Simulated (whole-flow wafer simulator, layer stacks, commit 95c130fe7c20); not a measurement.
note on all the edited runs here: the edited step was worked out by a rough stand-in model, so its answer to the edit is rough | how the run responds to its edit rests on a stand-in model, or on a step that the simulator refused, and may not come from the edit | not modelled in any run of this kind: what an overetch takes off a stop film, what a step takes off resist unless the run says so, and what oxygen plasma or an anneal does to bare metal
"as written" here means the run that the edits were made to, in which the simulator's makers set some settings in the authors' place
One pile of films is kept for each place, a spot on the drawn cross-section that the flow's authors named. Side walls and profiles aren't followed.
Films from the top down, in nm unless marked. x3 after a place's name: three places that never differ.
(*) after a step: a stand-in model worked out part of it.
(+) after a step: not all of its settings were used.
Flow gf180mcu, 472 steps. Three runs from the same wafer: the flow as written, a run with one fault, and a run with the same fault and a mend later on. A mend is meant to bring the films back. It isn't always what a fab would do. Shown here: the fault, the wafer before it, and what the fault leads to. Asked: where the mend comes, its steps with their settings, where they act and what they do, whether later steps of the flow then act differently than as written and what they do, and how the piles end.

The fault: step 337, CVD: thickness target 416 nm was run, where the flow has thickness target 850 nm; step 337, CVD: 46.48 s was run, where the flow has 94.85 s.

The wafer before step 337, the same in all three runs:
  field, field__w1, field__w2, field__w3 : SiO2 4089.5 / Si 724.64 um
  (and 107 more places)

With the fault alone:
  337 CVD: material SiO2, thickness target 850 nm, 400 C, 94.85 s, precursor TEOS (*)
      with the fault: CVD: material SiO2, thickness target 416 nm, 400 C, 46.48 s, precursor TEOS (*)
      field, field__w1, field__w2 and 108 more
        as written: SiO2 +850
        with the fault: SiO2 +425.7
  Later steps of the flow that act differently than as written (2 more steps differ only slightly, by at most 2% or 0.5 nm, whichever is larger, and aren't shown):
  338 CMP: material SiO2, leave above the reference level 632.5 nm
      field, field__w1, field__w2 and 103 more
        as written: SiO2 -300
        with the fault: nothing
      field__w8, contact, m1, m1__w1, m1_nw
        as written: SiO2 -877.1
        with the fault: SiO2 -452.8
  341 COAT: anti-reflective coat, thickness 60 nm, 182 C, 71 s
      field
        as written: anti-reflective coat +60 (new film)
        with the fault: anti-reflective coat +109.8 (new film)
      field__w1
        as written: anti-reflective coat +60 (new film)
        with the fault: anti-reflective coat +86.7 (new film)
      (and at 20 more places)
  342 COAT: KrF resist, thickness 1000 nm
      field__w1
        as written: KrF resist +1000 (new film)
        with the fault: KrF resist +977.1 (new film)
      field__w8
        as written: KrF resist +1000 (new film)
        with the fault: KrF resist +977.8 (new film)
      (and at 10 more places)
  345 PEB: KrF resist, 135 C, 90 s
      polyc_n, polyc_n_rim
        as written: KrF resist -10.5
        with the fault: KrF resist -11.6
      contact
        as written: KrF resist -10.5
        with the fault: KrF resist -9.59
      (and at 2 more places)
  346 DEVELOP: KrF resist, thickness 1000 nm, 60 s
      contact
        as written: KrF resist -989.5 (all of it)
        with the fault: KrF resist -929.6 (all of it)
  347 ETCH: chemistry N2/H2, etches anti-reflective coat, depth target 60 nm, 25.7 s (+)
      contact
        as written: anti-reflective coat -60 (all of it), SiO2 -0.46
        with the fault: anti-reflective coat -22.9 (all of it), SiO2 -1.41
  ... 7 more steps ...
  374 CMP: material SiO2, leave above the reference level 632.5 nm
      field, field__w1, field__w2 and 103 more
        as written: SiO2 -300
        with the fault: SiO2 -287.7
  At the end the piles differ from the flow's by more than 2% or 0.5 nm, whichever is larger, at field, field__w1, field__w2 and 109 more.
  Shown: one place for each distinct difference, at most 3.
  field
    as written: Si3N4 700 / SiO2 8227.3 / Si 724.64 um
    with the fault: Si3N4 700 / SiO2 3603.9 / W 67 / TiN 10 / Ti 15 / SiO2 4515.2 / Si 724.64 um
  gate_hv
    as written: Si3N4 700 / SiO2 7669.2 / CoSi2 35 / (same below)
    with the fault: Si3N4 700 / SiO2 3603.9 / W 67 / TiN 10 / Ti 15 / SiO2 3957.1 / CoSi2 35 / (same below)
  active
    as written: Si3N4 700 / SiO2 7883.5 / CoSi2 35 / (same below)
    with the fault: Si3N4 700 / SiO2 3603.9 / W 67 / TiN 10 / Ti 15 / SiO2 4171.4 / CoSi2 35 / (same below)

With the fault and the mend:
  The mend comes after step 337.
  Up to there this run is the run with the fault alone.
  337a CVD: material SiO2, thickness target 434 nm, 400 C, 48.43 s, precursor TEOS (*) (the flow's step 337 once more, with other settings)
      field, field__w1, field__w2 and 108 more
        SiO2 +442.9
  Later steps of the flow that act differently than as written:
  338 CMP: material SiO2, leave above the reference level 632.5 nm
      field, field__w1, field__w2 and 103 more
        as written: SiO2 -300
        with the mend: SiO2 -318.6
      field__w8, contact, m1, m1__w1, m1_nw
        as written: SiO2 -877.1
        with the mend: SiO2 -895.7
  At the end the piles are the same as the flow's at every place that both follow.
